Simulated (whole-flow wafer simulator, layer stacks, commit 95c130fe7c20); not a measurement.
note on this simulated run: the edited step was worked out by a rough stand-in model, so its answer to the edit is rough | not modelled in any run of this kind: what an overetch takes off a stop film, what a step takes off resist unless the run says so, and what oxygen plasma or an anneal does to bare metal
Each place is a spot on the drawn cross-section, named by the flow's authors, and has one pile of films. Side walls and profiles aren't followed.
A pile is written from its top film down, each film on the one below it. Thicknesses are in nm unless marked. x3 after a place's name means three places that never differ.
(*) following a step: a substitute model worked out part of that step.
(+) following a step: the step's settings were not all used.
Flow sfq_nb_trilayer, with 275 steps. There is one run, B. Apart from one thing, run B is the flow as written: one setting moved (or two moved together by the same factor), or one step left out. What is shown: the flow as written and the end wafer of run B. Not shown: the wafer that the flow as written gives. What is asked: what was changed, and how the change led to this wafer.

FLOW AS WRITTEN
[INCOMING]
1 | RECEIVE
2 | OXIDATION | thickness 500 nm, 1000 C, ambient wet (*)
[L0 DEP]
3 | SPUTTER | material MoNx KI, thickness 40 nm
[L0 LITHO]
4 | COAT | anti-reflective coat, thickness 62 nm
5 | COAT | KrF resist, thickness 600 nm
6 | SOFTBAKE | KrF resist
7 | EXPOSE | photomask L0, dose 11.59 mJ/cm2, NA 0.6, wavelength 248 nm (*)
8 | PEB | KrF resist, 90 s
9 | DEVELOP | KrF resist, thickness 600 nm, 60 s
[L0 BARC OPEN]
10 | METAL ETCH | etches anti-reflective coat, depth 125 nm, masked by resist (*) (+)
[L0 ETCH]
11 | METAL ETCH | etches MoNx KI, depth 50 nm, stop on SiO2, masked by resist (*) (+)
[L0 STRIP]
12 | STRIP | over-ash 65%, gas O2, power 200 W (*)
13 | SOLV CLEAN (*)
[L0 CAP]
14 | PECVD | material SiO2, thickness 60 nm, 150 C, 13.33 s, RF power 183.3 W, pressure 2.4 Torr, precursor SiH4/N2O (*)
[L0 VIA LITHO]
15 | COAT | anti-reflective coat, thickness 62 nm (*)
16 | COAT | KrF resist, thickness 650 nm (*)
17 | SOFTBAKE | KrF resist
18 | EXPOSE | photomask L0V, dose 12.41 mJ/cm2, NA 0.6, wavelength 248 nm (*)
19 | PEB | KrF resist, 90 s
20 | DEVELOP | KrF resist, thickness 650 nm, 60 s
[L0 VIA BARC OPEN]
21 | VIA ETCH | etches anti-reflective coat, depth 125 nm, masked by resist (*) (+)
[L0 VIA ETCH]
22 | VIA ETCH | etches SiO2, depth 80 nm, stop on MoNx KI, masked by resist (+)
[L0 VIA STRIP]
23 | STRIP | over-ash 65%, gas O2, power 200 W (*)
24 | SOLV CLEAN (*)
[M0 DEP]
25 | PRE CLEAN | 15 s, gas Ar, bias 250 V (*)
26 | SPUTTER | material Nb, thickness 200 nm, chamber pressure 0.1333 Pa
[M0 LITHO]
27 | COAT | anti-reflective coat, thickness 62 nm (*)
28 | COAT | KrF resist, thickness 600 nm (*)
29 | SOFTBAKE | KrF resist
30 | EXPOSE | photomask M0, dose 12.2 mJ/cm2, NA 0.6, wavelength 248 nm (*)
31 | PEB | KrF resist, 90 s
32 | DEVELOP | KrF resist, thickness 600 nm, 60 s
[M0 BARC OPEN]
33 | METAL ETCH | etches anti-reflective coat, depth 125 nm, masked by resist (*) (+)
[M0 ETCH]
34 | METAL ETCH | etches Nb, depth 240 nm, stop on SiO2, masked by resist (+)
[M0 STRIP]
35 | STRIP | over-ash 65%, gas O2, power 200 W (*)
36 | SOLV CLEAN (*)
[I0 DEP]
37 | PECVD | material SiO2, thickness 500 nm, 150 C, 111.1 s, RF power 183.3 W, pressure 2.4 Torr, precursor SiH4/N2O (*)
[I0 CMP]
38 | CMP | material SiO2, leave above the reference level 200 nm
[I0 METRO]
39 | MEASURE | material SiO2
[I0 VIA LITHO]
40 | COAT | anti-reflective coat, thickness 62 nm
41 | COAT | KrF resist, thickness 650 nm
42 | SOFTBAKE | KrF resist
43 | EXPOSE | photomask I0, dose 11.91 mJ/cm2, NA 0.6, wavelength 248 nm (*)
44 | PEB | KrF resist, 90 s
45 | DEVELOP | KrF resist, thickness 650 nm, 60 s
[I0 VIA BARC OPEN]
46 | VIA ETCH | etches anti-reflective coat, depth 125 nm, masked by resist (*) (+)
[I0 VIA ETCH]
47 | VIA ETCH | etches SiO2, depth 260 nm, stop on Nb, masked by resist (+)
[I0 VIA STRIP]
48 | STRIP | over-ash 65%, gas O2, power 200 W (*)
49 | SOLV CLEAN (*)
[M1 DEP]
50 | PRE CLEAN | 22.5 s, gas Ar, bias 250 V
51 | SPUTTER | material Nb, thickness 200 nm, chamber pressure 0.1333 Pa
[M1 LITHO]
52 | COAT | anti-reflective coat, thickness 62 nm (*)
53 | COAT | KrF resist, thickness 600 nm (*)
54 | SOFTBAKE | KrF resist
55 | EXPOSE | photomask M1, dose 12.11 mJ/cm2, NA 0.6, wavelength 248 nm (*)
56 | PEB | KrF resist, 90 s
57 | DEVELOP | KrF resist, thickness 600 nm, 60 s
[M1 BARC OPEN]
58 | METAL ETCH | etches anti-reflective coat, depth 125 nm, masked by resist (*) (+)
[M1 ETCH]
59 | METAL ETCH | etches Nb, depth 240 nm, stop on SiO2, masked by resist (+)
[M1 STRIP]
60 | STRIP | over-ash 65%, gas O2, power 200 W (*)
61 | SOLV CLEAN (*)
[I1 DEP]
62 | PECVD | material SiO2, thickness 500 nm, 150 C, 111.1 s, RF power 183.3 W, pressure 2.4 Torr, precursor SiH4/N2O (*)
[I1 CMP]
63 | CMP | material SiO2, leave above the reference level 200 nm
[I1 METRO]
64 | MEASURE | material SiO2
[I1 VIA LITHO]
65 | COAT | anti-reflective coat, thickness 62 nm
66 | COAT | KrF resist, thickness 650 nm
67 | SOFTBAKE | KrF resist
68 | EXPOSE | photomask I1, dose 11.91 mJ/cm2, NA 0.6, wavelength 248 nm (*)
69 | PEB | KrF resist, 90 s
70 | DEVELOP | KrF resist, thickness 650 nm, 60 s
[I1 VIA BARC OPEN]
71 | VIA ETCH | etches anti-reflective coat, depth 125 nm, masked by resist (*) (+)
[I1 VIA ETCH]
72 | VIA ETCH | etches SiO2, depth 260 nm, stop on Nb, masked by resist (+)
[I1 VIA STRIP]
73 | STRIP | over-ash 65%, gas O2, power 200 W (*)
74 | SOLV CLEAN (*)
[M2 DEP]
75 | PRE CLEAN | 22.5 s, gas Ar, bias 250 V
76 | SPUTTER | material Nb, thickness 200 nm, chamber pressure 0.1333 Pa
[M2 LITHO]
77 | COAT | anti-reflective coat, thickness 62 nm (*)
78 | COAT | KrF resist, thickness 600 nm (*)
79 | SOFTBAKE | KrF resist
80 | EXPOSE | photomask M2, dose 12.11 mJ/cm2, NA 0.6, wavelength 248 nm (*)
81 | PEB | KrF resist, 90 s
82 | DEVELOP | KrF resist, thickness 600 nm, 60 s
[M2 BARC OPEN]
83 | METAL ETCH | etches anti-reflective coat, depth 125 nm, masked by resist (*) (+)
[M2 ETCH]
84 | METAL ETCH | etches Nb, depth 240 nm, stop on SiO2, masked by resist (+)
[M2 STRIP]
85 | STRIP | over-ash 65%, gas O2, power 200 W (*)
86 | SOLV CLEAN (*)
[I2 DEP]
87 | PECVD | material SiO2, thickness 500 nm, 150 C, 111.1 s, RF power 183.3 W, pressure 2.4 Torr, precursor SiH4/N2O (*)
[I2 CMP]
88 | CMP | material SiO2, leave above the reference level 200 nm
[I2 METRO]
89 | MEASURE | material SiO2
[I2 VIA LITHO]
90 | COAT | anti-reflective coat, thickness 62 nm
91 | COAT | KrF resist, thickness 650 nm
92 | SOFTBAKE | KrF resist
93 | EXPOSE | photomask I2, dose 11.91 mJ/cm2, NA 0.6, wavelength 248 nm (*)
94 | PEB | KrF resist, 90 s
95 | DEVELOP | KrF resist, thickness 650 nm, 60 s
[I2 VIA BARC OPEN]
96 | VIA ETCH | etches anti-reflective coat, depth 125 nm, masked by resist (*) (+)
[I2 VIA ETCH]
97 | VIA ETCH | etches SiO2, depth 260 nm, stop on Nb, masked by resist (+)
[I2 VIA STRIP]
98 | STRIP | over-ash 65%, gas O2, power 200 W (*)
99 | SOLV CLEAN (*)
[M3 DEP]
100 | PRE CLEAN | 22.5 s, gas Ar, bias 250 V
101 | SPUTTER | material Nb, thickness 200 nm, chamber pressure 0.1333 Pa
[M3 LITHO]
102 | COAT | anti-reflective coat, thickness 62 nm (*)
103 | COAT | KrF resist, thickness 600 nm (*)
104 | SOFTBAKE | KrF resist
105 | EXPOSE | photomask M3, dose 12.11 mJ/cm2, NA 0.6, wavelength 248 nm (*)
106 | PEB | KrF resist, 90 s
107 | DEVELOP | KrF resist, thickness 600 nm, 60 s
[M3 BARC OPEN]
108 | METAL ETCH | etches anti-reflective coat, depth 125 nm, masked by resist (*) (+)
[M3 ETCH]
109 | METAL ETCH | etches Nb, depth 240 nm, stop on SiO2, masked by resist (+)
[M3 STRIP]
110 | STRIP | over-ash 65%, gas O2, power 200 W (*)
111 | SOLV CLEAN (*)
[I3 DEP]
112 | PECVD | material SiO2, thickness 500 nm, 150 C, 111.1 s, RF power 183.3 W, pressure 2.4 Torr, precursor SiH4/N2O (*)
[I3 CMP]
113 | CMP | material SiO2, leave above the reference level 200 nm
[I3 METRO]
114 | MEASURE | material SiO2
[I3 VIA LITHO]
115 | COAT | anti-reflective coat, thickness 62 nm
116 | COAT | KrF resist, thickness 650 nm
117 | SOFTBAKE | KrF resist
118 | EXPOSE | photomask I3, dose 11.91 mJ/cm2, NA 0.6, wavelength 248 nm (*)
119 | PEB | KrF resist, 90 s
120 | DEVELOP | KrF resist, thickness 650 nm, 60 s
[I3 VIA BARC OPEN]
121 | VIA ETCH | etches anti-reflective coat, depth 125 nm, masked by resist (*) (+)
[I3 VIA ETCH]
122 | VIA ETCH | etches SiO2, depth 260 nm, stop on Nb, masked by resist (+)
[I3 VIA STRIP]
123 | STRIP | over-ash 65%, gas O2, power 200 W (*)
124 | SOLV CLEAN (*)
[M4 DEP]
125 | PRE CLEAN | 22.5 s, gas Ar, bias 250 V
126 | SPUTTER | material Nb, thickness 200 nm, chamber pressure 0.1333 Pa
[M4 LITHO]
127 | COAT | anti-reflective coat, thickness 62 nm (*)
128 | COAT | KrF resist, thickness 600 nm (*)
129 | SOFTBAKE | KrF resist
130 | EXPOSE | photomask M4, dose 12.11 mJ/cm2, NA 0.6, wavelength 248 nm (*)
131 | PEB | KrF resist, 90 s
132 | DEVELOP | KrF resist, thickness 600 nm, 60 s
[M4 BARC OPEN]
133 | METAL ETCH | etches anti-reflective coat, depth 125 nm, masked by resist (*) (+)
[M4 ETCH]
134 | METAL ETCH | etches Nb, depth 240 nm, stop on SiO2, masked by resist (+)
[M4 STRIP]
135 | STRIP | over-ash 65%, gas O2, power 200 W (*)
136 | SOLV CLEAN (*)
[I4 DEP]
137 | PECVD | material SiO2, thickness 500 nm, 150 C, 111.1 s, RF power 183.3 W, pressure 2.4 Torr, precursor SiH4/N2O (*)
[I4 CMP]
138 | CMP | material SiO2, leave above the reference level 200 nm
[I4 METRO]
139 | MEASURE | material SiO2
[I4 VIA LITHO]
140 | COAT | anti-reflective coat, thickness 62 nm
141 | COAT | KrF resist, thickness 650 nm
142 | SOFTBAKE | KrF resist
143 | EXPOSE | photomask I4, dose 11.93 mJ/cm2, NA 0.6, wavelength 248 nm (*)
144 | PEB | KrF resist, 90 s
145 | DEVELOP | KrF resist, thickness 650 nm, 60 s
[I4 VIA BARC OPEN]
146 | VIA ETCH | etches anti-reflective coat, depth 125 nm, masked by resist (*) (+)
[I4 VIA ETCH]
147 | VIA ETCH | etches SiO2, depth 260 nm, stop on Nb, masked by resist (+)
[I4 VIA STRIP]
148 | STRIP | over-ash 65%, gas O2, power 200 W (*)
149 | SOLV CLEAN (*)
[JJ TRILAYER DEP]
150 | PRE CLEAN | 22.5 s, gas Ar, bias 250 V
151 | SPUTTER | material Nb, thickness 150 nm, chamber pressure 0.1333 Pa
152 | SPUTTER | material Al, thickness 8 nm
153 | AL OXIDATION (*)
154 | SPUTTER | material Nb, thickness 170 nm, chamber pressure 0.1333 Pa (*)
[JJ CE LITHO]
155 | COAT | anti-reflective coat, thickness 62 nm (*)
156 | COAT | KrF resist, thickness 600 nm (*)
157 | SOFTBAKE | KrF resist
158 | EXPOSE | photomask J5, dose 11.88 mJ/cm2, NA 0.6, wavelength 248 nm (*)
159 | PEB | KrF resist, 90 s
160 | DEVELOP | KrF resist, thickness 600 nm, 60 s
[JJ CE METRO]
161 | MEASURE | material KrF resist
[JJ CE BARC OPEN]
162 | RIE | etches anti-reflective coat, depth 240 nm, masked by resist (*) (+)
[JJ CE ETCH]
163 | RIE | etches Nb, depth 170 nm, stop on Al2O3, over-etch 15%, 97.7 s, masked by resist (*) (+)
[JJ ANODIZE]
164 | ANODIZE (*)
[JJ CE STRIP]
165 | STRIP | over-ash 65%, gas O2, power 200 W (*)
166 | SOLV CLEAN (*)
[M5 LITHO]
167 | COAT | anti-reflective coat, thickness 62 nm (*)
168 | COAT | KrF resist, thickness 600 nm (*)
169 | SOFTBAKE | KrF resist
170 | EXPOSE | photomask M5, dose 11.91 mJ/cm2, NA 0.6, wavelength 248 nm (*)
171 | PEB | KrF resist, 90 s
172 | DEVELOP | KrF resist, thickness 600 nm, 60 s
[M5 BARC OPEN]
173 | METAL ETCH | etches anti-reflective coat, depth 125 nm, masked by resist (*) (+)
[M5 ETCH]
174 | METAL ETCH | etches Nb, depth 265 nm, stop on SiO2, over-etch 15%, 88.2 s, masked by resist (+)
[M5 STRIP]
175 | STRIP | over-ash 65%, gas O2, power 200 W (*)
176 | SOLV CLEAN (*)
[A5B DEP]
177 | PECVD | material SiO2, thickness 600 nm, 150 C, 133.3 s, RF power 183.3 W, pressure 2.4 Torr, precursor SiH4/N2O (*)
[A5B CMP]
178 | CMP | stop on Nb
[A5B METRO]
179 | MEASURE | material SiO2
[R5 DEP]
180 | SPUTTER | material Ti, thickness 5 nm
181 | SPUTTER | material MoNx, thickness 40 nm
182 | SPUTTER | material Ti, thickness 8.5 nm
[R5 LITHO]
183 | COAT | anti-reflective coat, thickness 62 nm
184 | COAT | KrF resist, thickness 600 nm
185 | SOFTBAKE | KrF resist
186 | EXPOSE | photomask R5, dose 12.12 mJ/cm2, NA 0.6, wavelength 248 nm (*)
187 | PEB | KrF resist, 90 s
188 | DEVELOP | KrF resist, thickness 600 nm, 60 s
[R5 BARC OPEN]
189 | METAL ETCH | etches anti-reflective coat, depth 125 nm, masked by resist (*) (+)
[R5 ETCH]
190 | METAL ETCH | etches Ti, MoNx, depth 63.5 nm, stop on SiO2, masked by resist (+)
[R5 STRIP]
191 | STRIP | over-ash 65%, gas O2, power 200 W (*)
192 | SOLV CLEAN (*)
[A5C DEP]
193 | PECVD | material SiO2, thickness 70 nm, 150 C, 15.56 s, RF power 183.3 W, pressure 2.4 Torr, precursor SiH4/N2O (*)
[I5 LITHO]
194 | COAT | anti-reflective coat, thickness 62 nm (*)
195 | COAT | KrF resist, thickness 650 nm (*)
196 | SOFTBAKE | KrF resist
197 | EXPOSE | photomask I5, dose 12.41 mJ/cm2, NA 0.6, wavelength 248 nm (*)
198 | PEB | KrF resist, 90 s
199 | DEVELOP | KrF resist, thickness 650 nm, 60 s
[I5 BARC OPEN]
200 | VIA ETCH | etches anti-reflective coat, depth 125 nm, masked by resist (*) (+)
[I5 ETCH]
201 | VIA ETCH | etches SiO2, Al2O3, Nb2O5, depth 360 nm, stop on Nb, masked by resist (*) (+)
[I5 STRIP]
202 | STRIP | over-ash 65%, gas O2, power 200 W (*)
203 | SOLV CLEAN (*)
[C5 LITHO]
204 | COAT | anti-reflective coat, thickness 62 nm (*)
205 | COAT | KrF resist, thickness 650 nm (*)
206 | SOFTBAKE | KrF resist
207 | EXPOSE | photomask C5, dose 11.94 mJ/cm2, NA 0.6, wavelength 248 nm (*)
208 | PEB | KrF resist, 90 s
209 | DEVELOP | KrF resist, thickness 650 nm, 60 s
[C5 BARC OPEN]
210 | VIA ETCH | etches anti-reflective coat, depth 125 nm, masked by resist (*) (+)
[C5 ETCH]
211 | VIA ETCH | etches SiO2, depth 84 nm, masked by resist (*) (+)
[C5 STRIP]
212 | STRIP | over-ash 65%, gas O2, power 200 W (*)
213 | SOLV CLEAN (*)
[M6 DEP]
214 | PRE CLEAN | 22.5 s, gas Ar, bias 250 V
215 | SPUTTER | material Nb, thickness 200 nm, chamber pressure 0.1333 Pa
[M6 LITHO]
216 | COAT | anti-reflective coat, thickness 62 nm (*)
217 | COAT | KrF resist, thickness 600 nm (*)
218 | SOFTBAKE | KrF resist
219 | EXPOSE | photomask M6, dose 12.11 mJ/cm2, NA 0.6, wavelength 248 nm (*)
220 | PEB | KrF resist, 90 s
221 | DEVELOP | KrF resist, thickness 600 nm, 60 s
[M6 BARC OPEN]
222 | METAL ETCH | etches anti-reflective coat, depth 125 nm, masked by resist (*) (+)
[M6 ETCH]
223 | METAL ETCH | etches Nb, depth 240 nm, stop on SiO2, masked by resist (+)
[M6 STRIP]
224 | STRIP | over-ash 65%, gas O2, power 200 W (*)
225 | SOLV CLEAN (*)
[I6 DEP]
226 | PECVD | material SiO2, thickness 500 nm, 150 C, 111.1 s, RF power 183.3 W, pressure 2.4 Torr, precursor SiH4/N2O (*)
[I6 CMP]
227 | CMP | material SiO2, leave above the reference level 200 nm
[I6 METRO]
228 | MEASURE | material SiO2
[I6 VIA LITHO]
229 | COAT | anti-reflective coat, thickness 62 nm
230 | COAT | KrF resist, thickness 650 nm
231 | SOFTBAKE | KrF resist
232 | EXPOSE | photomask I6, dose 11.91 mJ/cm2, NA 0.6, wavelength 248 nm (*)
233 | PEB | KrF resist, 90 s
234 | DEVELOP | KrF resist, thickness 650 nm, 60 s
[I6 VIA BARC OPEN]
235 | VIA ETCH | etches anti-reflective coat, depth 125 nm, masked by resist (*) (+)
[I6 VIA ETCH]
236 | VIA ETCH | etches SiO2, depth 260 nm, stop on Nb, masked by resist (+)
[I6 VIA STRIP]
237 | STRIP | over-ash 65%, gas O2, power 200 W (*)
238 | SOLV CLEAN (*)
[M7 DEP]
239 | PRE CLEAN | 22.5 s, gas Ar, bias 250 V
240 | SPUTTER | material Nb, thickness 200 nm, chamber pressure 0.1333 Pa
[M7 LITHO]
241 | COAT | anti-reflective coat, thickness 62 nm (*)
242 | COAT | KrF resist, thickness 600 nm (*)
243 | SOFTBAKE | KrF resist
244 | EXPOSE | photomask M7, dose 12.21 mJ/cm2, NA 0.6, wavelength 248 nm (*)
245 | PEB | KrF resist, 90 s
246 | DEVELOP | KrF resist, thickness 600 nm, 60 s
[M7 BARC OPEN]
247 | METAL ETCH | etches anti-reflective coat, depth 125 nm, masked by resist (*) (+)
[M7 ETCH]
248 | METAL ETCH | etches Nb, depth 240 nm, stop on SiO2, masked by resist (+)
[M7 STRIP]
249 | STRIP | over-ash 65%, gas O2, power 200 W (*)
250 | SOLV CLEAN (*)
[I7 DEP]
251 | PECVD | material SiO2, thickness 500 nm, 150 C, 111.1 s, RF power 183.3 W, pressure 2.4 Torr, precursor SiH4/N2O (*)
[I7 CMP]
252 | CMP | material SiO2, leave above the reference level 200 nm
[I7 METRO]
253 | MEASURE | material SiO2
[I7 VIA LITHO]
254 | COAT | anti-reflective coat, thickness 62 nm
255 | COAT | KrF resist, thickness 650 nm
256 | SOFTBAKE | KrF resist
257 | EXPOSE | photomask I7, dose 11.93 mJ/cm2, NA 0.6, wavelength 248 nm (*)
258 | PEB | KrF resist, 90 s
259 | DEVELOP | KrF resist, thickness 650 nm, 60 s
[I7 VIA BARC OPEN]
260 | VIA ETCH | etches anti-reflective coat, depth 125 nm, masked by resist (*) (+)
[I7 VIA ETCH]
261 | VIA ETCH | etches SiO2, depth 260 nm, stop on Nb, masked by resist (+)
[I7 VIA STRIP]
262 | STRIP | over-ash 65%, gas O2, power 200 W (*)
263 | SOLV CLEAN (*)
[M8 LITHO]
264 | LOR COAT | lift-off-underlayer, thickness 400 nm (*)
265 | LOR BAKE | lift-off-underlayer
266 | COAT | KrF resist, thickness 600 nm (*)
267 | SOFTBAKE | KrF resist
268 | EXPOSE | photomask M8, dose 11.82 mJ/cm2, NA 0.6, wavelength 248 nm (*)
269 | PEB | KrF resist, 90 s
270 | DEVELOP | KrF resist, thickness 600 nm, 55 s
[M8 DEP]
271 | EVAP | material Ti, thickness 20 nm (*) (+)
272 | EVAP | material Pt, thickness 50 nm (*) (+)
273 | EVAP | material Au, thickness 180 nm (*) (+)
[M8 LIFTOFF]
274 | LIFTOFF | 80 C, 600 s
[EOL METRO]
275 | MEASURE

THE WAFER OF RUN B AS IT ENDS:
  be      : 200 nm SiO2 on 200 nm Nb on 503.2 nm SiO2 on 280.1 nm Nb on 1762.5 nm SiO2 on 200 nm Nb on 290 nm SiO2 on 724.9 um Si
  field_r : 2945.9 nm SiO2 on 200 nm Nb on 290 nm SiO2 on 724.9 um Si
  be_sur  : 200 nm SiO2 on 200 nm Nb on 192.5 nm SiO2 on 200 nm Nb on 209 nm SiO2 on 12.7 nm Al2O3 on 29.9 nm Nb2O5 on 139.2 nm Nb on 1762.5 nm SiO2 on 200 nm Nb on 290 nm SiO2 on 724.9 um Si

Cause: step 2, OXIDATION: thickness 235 nm was run, whereas the flow has thickness 500 nm.

Step by step, how the change led to this:
  2 | OXIDATION | thickness 500 nm, 1000 C, ambient wet (*)
      field_l, v_sur, via_wl and 103 more: SiO2 gains 235 (new film), chemical SiO2 loses 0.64 (all of it), Si loses 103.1 (as written it would have been: SiO2 gains 500 (new film), chemical SiO2 loses 0.64 (all of it), Si loses 219.7)
